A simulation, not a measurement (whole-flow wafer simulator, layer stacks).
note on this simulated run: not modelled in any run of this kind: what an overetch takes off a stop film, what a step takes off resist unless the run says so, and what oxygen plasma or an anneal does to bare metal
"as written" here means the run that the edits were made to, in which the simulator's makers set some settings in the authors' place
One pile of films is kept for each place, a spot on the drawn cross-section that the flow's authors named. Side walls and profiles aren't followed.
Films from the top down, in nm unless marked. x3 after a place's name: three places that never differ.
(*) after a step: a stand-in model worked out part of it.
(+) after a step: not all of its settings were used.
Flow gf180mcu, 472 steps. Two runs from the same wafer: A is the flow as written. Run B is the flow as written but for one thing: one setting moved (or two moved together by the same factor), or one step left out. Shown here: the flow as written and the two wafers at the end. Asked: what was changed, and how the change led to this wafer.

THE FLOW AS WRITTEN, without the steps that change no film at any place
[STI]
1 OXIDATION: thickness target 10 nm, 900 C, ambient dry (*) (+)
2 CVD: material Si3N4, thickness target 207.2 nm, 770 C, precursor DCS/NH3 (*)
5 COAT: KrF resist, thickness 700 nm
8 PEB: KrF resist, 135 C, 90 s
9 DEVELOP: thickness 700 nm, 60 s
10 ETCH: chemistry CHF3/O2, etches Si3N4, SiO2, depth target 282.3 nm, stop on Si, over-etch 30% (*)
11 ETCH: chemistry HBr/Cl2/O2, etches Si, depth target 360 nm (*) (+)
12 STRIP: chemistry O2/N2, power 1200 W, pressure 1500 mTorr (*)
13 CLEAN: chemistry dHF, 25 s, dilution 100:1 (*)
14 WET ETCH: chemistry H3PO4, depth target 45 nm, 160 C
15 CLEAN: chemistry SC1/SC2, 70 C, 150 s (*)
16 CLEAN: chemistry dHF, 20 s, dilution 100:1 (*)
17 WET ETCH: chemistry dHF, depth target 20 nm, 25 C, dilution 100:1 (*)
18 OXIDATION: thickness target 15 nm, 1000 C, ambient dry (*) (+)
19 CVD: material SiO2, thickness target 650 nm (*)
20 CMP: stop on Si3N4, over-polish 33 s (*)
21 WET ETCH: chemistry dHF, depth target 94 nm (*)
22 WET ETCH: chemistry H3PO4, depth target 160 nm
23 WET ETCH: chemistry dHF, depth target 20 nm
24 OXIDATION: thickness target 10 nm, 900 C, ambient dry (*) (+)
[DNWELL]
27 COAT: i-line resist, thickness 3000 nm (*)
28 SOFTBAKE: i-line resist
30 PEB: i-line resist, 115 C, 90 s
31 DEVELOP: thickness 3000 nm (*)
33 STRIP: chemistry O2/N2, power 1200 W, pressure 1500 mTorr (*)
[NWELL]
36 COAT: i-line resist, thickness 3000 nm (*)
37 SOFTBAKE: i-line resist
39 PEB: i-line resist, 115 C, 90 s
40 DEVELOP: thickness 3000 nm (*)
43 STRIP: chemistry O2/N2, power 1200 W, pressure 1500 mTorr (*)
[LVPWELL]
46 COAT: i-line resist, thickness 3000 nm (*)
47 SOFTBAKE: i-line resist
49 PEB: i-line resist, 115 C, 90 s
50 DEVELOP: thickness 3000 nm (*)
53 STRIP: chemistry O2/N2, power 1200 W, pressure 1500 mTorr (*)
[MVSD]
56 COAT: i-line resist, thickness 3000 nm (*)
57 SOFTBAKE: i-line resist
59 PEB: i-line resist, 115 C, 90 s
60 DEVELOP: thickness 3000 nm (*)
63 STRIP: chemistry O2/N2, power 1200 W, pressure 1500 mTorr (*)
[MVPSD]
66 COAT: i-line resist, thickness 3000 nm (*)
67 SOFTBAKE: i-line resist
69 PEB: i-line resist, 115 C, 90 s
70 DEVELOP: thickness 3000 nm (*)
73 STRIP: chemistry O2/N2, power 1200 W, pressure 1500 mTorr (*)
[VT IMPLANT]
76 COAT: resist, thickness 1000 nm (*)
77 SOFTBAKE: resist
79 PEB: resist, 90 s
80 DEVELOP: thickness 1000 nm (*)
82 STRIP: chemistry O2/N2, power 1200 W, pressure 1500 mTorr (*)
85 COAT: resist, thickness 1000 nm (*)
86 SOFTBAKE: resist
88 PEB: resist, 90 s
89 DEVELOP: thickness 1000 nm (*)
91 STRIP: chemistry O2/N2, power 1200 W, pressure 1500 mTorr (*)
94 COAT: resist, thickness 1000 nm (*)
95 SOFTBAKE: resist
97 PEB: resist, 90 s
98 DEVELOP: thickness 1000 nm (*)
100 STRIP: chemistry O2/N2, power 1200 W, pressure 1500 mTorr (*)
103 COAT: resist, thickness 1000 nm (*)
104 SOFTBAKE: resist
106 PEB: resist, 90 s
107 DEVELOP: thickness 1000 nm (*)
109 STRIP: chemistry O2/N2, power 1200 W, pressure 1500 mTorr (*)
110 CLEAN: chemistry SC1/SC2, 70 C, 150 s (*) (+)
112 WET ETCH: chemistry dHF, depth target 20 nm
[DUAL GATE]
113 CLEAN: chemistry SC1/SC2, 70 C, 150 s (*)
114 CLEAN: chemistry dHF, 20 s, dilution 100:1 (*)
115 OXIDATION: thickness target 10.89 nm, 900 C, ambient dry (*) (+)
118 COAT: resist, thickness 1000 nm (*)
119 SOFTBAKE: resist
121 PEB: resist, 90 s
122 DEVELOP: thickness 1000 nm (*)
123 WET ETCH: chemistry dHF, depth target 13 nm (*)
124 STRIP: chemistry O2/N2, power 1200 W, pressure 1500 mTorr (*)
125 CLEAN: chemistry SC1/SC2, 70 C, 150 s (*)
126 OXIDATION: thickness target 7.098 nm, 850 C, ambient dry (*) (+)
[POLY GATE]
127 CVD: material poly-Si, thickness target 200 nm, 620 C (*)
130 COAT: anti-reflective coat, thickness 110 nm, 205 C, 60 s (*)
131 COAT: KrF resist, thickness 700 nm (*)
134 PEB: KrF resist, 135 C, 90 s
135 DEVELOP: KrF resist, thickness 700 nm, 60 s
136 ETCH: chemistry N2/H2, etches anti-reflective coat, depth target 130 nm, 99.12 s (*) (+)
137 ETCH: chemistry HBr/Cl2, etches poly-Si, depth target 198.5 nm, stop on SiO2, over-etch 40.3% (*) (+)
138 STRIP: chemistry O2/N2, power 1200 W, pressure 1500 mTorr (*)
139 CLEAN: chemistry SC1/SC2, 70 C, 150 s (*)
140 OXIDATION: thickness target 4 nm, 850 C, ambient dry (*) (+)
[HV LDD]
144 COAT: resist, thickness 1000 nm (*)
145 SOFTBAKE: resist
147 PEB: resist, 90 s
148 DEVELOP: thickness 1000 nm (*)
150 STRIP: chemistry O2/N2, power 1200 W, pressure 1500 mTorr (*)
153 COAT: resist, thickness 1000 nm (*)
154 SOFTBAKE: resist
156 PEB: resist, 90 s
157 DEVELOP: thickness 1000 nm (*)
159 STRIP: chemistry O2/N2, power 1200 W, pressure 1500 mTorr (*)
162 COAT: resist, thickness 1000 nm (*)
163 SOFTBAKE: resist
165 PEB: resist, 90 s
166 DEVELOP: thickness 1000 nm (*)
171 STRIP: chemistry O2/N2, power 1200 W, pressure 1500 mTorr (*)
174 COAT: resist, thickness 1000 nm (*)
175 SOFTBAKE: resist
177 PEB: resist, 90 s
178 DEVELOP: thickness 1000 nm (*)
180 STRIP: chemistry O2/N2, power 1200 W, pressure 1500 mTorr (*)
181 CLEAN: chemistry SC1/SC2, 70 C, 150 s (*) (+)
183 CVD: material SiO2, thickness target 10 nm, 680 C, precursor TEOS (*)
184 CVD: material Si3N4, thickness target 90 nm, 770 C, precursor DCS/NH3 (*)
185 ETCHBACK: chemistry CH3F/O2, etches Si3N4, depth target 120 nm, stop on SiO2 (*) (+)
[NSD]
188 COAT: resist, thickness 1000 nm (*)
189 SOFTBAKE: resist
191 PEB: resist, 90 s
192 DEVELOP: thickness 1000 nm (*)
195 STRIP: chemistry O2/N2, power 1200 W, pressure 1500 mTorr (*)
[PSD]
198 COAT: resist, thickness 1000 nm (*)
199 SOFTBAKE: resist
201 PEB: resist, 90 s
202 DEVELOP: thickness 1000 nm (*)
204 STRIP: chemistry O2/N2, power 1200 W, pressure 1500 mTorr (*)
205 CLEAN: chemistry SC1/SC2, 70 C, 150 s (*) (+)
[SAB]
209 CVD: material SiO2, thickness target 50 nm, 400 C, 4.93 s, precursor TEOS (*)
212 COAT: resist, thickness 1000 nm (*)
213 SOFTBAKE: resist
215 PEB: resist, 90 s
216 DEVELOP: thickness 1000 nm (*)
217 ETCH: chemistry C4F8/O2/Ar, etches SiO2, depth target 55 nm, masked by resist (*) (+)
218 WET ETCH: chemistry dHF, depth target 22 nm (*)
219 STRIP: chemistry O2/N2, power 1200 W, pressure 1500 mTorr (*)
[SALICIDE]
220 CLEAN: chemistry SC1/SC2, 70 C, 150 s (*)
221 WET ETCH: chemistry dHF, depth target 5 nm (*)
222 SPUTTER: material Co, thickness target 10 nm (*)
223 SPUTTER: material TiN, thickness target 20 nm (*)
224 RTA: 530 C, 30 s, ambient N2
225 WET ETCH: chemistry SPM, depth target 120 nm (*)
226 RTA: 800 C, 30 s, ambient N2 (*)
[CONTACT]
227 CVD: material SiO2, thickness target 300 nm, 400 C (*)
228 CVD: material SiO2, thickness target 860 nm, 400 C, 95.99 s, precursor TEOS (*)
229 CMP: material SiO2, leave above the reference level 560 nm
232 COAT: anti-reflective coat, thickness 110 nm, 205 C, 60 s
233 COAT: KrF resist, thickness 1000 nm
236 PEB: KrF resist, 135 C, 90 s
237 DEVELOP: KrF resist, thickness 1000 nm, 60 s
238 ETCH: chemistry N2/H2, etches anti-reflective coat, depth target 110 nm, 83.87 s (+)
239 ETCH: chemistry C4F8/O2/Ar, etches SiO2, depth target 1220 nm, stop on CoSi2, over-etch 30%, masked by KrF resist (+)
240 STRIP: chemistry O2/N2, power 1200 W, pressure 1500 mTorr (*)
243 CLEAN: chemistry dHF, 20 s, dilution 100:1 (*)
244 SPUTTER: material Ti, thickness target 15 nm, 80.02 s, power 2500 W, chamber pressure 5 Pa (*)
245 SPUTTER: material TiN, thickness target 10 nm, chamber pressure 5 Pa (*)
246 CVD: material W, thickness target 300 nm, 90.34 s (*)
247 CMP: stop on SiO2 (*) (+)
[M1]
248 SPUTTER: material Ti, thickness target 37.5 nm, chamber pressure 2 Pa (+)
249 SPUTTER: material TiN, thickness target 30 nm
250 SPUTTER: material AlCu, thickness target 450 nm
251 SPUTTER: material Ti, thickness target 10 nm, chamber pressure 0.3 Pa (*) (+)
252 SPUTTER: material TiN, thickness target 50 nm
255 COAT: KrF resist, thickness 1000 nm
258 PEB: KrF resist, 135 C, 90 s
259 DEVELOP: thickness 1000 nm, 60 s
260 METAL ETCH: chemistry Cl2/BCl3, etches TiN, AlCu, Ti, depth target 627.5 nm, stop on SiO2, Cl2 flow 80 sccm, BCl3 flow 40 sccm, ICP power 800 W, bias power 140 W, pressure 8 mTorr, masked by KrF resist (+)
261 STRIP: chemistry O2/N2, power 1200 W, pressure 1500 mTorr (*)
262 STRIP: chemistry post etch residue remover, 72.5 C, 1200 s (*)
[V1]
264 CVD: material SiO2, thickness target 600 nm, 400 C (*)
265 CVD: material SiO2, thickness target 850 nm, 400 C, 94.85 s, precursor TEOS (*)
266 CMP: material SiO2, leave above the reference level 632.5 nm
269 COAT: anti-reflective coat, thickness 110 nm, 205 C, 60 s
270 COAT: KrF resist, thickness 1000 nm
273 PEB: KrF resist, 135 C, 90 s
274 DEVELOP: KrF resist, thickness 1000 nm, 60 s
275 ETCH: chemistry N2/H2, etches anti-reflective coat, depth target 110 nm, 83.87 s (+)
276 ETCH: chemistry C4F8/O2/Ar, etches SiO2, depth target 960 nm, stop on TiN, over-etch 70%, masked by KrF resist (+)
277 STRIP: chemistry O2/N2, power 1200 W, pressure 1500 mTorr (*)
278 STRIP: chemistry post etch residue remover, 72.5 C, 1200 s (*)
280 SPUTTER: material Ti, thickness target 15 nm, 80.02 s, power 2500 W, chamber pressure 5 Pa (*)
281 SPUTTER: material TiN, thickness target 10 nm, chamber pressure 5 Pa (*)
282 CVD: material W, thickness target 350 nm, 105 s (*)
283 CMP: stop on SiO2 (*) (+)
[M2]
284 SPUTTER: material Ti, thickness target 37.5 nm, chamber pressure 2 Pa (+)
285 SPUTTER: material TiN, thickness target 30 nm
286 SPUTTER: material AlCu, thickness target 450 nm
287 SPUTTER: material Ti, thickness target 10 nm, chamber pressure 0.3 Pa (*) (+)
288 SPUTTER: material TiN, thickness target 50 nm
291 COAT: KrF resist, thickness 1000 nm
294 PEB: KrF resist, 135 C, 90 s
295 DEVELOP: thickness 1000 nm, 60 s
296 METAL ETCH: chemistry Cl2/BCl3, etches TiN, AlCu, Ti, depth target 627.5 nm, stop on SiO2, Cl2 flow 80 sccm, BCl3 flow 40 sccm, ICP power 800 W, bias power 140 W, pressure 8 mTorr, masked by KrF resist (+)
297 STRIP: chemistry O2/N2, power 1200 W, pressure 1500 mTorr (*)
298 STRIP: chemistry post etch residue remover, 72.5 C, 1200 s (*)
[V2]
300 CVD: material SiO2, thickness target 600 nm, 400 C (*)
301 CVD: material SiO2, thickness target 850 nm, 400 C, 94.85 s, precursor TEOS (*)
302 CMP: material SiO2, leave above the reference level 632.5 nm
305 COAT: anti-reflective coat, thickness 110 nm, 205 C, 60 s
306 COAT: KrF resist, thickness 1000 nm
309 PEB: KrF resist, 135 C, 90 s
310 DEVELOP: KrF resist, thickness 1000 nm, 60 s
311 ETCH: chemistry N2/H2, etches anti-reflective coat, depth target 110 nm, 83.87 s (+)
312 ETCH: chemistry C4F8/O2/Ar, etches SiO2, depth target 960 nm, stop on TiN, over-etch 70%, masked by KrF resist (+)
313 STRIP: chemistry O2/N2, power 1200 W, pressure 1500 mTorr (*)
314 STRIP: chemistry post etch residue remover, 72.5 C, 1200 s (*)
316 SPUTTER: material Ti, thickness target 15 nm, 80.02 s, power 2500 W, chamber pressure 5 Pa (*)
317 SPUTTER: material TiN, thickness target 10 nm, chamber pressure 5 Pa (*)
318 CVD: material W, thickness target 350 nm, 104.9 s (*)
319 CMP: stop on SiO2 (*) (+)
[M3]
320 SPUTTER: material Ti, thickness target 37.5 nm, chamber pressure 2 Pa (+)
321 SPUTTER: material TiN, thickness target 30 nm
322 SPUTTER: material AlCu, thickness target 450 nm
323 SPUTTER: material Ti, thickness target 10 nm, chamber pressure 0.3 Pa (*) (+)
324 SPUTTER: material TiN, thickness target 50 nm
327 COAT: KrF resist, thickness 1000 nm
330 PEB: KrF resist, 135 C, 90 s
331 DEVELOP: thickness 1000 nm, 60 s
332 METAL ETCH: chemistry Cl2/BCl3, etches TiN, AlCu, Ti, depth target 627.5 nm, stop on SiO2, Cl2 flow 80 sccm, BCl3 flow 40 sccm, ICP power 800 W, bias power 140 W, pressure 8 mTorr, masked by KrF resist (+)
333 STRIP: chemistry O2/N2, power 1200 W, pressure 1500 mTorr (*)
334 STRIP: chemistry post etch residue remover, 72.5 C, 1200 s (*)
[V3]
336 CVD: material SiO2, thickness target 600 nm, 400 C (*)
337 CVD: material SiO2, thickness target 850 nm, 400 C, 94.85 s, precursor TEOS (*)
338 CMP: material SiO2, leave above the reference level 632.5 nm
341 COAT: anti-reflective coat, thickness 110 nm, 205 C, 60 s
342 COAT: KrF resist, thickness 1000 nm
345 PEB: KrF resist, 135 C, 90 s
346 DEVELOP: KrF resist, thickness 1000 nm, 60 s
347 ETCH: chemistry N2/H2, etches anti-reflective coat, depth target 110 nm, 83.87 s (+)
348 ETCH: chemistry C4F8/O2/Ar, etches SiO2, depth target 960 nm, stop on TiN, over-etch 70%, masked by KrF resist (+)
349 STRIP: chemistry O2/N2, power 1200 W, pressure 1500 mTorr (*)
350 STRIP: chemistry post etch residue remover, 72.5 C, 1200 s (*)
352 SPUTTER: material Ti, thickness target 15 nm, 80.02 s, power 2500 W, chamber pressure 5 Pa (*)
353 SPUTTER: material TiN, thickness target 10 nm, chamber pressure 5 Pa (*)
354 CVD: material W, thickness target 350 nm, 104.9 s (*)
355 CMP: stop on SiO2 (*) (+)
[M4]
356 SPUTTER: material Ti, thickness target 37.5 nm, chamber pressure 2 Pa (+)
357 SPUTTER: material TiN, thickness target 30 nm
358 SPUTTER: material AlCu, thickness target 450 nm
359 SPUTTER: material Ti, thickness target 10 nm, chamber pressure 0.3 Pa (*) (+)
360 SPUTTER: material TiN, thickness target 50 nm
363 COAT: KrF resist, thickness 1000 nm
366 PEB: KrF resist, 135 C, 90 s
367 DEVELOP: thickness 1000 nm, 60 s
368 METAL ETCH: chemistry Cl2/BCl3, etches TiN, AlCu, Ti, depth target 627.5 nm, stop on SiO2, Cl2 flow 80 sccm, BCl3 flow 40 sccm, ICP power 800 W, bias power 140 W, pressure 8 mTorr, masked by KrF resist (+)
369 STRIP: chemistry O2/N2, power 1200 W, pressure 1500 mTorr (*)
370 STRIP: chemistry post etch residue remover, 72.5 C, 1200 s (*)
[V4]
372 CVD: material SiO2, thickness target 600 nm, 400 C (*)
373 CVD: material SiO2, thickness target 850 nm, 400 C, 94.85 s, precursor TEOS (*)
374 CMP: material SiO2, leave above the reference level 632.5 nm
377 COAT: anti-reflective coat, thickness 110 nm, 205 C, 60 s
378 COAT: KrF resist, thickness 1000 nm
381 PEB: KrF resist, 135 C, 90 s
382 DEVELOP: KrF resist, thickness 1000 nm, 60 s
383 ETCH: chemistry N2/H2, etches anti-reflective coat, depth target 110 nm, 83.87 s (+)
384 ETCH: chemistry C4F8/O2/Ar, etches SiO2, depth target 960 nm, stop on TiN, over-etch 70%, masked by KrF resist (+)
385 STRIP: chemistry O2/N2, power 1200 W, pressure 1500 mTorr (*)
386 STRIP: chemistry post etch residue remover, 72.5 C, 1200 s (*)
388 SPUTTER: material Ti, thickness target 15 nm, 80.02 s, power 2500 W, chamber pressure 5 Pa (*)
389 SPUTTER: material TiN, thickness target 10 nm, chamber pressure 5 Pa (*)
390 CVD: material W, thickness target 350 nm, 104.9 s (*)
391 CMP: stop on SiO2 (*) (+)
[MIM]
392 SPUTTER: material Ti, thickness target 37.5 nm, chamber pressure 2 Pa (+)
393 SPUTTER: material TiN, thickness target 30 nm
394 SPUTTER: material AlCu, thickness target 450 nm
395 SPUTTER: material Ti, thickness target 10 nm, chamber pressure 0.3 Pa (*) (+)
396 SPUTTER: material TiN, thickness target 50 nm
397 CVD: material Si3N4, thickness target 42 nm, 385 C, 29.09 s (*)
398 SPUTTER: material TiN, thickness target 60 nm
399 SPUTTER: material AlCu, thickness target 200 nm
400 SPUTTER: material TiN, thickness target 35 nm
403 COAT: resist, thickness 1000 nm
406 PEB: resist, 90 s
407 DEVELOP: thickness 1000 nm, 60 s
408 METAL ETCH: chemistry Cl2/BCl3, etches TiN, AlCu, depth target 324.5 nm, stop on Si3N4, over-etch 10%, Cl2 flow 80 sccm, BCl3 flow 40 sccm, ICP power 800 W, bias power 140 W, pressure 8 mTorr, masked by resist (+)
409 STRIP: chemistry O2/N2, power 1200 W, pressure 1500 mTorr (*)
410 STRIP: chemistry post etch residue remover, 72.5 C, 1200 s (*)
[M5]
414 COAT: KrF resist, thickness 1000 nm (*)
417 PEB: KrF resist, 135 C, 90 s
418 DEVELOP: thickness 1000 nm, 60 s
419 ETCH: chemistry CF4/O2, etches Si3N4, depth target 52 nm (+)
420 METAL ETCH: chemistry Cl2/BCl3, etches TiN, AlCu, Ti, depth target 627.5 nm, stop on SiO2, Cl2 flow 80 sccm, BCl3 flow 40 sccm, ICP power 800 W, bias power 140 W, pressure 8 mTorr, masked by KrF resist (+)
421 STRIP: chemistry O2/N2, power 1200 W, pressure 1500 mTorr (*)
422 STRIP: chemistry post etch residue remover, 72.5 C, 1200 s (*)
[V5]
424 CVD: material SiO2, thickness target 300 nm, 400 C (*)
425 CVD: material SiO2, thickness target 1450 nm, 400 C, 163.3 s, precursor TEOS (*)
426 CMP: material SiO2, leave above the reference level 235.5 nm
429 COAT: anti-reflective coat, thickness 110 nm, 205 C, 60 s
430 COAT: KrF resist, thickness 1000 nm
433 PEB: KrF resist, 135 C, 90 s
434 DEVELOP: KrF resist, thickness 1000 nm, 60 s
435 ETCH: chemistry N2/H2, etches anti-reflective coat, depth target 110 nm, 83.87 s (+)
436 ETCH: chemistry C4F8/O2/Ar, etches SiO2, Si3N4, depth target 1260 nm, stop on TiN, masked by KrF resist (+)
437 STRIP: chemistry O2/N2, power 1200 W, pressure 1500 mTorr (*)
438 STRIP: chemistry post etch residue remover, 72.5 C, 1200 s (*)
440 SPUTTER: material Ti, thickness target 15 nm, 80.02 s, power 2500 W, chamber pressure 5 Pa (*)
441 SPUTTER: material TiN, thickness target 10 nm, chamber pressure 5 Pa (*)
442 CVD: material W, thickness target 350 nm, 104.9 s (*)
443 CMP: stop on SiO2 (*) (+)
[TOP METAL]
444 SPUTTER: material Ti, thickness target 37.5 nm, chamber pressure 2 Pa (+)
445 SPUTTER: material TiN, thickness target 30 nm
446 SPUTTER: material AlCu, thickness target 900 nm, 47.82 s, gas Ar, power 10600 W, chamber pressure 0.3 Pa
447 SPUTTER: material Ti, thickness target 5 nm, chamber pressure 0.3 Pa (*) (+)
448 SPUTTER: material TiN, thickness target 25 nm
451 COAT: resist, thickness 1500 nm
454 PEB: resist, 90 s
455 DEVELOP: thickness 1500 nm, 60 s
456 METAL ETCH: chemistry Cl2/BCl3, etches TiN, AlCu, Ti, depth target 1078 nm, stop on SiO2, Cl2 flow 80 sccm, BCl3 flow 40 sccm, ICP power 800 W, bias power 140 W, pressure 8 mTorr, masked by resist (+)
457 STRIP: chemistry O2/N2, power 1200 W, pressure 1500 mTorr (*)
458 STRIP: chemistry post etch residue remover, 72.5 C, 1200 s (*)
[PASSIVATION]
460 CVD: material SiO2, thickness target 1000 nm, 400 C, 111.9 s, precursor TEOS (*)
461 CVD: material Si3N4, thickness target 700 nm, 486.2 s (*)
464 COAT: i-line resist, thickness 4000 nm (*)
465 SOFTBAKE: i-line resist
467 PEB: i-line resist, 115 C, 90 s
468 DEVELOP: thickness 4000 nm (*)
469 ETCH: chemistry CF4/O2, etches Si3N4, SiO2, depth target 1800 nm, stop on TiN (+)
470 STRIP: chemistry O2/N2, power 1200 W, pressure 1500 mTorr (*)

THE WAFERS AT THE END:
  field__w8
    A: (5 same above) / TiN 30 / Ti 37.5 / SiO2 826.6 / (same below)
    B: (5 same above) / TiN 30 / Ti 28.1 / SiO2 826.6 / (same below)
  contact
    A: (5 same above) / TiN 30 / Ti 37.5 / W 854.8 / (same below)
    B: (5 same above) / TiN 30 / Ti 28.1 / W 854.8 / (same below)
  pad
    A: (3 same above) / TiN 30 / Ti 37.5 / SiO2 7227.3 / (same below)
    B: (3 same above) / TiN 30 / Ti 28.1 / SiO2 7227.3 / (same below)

The cause: step 444, SPUTTER: thickness target 28.12 nm was run, where the flow has thickness target 37.5 nm.
It can be read off the wafer: field__w8 has Ti 28.1, and step 444 as written asks for 37.5 nm.

How the change led to this, step by step:
  444 SPUTTER: material Ti, thickness target 37.5 nm, chamber pressure 2 Pa (+)
      field, field__w1, field__w2 and 109 more: A Ti +37.5 (new film) | B Ti +28.1 (new film)
  456 METAL ETCH: chemistry Cl2/BCl3, etches TiN, AlCu, Ti, depth target 1078 nm, stop on SiO2, Cl2 flow 80 sccm, BCl3 flow 40 sccm, ICP power 800 W, bias power 140 W, pressure 8 mTorr, masked by resist (+)
      field, field__w1, field__w2 and 103 more: A TiN -25 (all of it), Ti -5 (all of it), AlCu -900 (all of it), TiN -30 (all of it), Ti -37.5 (all of it) | B TiN -25 (all of it), Ti -5 (all of it), AlCu -900 (all of it), TiN -30 (all of it), Ti -28.1 (all of it)
